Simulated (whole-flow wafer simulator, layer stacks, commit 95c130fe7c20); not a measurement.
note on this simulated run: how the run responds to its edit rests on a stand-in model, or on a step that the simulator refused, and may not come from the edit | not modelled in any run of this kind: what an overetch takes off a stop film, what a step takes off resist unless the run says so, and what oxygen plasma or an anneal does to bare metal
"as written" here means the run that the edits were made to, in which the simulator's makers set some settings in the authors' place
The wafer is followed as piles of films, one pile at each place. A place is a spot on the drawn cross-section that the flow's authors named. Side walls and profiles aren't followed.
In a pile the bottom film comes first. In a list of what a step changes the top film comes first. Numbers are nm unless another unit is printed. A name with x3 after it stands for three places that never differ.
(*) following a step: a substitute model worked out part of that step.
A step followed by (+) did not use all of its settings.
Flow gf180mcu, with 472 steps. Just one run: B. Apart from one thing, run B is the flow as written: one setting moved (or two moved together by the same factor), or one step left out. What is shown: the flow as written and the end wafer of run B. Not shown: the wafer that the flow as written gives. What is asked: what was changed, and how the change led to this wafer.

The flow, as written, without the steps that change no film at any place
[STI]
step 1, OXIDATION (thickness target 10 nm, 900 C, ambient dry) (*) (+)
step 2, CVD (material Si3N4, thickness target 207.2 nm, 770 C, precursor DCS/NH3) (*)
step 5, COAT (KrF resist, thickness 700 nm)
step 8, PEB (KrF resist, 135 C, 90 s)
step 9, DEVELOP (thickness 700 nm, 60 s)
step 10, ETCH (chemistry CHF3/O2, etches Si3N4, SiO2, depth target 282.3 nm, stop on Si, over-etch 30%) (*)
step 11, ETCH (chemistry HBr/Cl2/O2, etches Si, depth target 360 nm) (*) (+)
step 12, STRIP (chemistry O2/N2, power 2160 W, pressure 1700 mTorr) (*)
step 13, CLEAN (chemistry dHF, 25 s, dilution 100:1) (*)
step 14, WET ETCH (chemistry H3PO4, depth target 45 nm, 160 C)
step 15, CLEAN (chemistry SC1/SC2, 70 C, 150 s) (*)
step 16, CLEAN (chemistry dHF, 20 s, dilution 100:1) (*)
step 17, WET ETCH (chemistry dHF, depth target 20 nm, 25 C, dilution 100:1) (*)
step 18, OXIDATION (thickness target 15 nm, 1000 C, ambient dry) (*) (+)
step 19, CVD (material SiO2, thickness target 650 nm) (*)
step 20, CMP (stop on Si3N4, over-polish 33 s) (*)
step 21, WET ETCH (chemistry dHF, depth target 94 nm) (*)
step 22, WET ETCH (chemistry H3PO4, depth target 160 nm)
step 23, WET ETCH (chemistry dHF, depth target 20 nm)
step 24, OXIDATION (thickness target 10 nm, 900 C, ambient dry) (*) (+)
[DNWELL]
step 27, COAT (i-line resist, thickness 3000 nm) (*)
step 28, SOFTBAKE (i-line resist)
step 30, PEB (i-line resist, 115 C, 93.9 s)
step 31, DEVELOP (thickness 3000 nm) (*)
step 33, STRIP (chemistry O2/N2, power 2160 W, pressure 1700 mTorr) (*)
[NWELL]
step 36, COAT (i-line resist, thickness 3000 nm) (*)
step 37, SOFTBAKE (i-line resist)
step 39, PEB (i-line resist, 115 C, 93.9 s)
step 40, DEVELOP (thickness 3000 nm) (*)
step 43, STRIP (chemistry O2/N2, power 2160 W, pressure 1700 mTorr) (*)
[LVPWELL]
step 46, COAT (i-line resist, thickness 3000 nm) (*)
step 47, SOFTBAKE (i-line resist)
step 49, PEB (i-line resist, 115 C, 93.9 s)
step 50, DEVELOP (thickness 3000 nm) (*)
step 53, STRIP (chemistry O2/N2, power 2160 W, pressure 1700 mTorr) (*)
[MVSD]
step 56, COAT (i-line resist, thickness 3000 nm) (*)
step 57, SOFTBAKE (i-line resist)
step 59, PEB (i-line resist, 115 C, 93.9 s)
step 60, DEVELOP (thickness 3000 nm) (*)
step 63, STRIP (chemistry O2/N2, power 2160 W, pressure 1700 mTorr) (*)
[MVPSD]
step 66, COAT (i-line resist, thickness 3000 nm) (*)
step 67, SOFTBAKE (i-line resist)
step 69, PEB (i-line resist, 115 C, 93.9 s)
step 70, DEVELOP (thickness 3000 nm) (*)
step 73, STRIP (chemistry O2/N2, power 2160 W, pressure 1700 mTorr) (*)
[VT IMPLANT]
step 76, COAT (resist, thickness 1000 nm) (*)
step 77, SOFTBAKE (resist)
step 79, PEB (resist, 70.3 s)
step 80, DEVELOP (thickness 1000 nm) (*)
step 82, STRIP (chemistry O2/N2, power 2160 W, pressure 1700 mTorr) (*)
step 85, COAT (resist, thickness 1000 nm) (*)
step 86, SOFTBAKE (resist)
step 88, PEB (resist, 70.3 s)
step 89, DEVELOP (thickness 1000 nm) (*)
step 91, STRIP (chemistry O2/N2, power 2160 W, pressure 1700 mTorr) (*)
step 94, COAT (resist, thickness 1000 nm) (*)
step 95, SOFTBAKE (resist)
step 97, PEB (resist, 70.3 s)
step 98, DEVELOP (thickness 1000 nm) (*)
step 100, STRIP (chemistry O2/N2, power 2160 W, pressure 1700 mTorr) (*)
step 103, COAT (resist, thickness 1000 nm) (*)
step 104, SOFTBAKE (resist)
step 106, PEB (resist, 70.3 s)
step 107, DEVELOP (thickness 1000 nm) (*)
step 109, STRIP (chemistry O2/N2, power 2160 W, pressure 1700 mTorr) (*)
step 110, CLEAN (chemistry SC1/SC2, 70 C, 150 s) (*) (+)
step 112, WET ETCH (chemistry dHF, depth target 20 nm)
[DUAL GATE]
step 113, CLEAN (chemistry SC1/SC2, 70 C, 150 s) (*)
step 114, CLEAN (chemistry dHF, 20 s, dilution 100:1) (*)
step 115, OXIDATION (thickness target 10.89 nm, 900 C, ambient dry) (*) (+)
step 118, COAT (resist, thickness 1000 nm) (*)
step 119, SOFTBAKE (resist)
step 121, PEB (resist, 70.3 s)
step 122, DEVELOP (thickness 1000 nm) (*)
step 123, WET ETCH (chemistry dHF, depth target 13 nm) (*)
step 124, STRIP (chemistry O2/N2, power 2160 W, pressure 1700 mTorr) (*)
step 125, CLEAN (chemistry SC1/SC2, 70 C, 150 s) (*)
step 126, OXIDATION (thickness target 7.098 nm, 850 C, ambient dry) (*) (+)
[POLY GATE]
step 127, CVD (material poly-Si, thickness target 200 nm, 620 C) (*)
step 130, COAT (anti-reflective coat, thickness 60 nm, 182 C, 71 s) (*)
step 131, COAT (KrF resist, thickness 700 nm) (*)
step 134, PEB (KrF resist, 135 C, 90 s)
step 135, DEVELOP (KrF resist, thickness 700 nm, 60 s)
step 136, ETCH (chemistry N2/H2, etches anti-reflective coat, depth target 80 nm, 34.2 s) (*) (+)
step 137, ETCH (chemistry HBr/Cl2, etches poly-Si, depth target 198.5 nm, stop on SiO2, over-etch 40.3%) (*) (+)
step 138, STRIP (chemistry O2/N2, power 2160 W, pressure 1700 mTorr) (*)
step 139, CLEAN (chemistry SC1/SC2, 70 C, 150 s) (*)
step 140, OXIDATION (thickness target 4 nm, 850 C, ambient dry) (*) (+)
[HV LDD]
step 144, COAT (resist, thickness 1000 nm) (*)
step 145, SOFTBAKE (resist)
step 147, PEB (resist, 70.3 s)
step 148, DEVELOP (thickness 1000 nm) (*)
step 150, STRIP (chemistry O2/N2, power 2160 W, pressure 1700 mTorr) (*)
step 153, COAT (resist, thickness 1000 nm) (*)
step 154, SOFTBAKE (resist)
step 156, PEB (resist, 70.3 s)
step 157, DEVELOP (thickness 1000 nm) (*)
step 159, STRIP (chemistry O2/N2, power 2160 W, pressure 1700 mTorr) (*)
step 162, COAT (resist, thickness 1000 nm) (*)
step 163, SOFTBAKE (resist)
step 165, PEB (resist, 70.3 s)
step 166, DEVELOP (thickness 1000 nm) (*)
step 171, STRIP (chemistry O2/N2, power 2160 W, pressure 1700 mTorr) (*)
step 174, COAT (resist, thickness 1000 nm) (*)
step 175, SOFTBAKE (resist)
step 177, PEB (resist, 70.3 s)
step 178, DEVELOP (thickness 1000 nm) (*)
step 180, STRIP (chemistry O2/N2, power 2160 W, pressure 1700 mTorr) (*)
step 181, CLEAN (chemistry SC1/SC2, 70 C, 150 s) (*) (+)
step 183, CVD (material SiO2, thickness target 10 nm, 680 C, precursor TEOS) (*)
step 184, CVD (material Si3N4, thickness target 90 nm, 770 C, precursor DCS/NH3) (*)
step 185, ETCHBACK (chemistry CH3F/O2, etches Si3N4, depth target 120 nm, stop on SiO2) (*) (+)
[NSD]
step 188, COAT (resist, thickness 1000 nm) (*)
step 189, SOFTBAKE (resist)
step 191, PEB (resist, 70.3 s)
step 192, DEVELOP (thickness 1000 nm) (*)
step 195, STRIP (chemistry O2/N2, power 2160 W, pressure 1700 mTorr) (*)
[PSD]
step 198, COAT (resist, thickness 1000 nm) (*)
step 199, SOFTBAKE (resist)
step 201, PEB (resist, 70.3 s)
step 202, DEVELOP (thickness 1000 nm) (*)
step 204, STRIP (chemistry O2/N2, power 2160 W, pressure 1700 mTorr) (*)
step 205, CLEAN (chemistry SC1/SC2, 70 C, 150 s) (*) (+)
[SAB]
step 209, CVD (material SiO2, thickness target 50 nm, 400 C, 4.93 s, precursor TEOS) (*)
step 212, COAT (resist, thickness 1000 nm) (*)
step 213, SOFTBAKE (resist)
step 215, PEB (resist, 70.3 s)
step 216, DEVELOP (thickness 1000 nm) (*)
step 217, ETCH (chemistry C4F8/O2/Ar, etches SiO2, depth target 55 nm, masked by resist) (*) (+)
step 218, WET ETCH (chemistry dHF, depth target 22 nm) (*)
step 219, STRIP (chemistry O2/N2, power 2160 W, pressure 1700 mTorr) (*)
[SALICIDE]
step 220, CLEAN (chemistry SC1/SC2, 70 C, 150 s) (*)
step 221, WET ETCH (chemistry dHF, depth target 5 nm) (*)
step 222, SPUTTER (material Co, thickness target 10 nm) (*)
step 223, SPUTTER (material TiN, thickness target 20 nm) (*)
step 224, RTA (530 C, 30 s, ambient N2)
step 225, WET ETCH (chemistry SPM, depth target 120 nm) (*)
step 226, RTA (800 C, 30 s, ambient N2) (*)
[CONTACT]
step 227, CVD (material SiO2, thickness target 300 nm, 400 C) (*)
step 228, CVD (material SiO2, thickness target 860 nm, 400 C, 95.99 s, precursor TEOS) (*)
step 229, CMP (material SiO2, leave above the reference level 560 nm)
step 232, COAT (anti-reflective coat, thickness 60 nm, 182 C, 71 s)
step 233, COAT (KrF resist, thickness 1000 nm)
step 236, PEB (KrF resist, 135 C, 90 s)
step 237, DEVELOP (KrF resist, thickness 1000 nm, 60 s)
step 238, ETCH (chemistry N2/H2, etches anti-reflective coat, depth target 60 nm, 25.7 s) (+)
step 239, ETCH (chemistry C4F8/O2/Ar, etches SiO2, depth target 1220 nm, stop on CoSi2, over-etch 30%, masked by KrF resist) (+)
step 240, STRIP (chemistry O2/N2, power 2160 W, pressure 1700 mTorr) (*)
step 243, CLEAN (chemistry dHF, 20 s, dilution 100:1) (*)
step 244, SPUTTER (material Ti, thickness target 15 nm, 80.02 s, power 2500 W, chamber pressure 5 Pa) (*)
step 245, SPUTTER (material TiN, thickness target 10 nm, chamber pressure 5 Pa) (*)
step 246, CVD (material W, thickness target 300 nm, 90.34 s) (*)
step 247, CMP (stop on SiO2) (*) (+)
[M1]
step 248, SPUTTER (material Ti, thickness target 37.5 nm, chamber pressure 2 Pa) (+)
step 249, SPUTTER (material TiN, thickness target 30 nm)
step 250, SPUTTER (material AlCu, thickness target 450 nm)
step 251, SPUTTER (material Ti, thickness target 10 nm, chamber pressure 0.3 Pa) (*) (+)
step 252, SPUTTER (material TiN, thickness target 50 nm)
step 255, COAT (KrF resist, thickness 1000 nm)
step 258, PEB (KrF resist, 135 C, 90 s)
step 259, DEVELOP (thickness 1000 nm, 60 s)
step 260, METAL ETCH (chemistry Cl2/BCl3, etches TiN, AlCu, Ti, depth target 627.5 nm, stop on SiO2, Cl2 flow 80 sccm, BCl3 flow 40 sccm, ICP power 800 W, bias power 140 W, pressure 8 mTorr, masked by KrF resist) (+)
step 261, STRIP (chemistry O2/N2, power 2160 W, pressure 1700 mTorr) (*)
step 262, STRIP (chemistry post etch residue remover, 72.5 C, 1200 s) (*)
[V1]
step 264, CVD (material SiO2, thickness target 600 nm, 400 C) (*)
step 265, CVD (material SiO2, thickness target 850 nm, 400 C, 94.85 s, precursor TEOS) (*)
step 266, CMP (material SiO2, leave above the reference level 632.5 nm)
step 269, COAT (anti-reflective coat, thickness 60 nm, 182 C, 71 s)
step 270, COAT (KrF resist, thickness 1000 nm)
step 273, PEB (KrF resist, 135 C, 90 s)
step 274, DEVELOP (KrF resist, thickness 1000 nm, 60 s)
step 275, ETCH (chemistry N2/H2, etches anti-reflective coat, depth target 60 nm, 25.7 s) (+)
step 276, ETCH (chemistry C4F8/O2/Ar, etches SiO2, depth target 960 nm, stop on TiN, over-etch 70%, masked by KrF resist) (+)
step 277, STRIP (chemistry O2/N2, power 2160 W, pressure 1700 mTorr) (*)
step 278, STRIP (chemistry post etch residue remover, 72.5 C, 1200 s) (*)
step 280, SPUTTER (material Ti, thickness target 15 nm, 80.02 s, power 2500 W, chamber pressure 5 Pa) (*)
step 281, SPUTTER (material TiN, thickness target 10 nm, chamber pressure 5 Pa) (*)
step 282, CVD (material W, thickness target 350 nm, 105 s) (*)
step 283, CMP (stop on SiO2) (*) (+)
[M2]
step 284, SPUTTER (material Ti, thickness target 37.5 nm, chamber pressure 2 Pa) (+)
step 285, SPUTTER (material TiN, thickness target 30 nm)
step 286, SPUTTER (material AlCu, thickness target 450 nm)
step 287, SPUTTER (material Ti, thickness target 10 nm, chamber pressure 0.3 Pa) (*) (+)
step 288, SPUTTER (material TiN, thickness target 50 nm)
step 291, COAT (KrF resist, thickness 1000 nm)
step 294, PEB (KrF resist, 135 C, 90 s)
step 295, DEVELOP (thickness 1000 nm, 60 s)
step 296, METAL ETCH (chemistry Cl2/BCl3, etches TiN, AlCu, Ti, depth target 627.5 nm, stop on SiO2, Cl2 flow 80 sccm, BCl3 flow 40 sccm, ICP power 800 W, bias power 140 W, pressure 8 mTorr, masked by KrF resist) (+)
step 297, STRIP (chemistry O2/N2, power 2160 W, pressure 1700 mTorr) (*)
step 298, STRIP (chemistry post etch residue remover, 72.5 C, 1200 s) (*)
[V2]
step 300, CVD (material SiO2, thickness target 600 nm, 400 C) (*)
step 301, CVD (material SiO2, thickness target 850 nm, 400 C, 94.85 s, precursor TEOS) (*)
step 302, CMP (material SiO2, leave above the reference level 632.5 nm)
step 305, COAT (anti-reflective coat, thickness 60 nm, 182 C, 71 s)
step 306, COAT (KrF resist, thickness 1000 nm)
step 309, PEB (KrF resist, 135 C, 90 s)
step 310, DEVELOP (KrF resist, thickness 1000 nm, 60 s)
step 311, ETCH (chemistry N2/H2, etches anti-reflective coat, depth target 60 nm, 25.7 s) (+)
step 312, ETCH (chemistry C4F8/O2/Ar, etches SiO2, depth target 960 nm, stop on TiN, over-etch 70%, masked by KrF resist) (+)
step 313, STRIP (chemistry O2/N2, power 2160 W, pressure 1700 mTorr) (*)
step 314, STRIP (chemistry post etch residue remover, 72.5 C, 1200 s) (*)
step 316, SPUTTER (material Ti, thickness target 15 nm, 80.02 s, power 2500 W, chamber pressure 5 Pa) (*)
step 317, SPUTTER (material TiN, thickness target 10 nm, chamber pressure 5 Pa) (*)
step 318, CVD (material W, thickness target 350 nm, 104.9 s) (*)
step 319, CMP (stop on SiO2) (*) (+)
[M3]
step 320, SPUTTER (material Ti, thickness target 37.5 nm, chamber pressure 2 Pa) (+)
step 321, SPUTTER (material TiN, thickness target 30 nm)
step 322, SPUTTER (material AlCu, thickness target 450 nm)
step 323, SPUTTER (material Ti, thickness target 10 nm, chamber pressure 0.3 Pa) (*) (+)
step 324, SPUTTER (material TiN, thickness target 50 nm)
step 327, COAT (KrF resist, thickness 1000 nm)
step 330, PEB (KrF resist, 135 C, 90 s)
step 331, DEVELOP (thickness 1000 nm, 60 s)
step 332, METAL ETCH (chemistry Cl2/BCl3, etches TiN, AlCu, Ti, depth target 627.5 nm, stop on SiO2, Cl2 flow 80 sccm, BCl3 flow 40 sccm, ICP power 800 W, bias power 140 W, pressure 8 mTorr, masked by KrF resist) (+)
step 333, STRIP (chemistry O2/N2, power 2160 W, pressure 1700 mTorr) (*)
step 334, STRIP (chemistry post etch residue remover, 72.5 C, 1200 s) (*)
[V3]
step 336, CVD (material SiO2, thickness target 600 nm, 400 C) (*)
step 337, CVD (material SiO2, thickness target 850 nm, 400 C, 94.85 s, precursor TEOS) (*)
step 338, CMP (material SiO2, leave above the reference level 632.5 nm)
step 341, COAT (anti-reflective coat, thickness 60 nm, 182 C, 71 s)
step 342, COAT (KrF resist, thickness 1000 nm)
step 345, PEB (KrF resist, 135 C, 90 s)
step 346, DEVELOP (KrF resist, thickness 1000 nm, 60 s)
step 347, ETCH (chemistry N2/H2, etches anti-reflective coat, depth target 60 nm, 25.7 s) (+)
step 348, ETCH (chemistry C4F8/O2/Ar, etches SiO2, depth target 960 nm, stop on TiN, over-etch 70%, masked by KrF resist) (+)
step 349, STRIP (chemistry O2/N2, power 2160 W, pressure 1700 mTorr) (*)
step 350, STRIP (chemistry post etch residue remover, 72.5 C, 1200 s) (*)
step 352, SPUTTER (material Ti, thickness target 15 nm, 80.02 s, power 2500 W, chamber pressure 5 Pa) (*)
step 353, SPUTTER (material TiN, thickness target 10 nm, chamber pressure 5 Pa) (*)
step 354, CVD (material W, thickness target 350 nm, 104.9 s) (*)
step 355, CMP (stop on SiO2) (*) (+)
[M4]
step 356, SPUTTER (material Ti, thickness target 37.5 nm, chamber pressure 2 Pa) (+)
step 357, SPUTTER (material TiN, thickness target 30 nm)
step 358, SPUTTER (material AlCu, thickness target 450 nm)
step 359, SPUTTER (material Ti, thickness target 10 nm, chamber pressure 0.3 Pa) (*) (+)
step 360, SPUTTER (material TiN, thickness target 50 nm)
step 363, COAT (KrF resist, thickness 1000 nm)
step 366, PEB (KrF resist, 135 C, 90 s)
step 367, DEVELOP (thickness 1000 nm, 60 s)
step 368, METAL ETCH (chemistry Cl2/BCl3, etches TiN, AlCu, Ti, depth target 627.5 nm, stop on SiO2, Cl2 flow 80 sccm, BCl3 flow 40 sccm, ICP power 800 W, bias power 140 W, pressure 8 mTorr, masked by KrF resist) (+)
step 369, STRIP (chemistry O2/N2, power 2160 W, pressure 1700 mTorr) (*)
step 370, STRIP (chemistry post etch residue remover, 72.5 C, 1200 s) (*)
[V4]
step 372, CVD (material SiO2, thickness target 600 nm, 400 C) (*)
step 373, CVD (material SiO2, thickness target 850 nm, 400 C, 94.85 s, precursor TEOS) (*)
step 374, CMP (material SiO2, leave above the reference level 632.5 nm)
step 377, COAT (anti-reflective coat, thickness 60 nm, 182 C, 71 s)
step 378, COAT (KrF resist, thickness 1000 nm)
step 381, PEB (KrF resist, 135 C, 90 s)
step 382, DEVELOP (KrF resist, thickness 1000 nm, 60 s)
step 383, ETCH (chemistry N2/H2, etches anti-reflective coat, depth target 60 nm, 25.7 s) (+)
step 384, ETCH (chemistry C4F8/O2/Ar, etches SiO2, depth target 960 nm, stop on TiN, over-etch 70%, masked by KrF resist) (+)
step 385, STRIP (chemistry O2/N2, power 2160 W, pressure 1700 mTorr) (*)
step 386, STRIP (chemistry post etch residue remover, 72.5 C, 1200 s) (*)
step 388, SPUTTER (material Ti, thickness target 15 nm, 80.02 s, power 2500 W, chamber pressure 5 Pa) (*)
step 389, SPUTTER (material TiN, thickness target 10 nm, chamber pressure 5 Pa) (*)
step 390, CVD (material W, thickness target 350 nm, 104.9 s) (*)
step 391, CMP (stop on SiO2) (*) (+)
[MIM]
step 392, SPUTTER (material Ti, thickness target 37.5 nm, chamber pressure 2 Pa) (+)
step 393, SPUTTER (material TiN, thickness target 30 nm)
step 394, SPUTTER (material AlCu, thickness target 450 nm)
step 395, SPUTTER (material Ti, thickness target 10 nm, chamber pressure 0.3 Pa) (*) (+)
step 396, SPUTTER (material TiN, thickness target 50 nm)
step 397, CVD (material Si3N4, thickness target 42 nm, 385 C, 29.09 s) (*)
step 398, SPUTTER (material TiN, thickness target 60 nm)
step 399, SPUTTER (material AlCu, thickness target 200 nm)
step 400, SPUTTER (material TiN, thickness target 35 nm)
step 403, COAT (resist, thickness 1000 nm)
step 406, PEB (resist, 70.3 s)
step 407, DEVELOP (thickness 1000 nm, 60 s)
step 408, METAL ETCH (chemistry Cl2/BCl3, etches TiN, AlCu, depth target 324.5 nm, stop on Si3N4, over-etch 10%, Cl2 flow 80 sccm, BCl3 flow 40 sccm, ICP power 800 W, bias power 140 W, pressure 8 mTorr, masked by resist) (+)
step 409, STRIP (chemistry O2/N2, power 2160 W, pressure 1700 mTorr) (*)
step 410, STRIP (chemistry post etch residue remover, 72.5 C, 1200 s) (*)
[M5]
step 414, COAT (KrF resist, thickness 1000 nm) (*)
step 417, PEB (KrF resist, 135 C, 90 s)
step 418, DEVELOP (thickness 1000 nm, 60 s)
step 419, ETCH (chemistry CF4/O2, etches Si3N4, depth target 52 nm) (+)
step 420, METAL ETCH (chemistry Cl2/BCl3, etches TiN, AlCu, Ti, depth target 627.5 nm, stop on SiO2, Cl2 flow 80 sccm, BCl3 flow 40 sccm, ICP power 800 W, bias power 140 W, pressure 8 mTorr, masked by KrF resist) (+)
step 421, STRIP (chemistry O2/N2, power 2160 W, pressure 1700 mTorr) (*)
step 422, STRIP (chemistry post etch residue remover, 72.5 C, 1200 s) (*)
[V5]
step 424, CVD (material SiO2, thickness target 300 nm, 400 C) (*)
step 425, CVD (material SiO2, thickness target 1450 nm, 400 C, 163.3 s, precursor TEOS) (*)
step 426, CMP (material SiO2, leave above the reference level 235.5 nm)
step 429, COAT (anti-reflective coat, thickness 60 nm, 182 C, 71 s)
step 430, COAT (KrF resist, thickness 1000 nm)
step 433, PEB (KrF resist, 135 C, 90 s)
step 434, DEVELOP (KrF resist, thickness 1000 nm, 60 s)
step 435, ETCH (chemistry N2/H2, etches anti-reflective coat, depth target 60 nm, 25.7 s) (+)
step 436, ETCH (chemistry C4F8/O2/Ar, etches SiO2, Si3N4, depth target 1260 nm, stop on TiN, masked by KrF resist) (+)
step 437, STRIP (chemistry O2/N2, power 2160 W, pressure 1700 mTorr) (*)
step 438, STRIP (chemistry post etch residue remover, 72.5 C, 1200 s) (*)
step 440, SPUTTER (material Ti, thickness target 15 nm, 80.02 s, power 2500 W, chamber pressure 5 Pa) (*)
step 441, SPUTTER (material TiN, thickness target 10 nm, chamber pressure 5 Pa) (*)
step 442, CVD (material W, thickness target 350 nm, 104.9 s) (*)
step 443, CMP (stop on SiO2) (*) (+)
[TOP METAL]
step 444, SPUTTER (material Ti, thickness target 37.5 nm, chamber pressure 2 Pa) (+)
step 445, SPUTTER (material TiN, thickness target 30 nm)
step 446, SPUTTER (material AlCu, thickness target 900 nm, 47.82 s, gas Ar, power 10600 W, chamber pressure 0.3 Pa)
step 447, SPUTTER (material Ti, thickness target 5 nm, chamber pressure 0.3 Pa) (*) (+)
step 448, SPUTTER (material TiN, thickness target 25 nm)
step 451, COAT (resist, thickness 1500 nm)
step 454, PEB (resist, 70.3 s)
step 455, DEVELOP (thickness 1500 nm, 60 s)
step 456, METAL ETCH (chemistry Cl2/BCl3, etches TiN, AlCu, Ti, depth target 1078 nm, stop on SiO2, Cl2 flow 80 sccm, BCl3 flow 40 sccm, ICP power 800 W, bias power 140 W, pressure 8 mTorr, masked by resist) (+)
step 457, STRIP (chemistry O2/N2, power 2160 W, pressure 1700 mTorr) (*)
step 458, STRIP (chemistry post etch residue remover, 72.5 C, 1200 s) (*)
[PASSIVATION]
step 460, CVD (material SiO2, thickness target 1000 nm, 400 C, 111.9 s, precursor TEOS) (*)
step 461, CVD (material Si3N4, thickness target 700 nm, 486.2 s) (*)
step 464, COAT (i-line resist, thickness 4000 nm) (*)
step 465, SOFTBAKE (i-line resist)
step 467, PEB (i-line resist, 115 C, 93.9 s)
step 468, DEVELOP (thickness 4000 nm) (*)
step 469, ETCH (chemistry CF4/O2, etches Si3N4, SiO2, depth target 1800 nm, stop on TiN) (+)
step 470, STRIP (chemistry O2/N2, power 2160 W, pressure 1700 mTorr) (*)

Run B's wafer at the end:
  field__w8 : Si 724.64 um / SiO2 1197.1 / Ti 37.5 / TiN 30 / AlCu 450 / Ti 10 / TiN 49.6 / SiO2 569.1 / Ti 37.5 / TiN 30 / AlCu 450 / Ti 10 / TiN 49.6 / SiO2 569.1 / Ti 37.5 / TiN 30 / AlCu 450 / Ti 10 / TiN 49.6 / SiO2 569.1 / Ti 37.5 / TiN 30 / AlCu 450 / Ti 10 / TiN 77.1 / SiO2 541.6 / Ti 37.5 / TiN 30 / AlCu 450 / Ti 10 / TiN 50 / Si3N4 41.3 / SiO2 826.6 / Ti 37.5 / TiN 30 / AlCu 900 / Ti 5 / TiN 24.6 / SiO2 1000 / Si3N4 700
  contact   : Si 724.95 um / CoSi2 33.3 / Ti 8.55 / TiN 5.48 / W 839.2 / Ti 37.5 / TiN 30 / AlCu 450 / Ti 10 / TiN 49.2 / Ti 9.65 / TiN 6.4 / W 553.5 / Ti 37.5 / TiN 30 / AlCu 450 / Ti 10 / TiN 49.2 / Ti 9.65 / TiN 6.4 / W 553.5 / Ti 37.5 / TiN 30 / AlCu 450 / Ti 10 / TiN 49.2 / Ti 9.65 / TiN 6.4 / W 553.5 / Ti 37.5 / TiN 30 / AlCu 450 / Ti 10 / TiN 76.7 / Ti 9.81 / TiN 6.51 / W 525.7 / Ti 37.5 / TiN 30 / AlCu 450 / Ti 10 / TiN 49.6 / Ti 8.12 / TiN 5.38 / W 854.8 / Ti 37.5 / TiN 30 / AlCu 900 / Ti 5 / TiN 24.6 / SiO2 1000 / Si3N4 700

The reason: step 360, SPUTTER: thickness target 77.5 nm was run, while the flow as written has thickness target 50 nm.

The path from the change to this, step by step:
  step 360, SPUTTER (material TiN, thickness target 50 nm)
      field, field__w1, field__w2 and 108 more: TiN gains 77.5 (new film) (it would be, as written: TiN gains 50 (new film))
  step 368, METAL ETCH (chemistry Cl2/BCl3, etches TiN, AlCu, Ti, depth target 627.5 nm, stop on SiO2, Cl2 flow 80 sccm, BCl3 flow 40 sccm, ICP power 800 W, bias power 140 W, pressure 8 mTorr, masked by KrF resist) (+)
      field, field__w1, field__w2 and 103 more: TiN loses 77.5 (all of it), Ti loses 10 (all of it), AlCu loses 450 (all of it), TiN loses 30 (all of it), Ti loses 37.5 (all of it) (it would be, as written: TiN loses 50 (all of it), Ti loses 10 (all of it), AlCu loses 450 (all of it), TiN loses 30 (all of it), Ti loses 37.5 (all of it))
  step 374, CMP (material SiO2, leave above the reference level 632.5 nm)
      field__w8, contact, m1, m1__w1, m1_nw: SiO2 loses 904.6 (it would be, as written: SiO2 loses 877.1)
  step 384, ETCH (chemistry C4F8/O2/Ar, etches SiO2, depth target 960 nm, stop on TiN, over-etch 70%, masked by KrF resist) (+)
      field, field__w1, field__w2 and 107 more: KrF resist loses 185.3 (it would be, as written: KrF resist loses 192)
      contact: SiO2 loses 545 (all of it) (it would be, as written: SiO2 loses 572.5 (all of it))
  step 390, CVD (material W, thickness target 350 nm, 104.9 s) (*)
      contact: W gains 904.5 (new film) (it would be, as written: W gains 932.3 (new film))
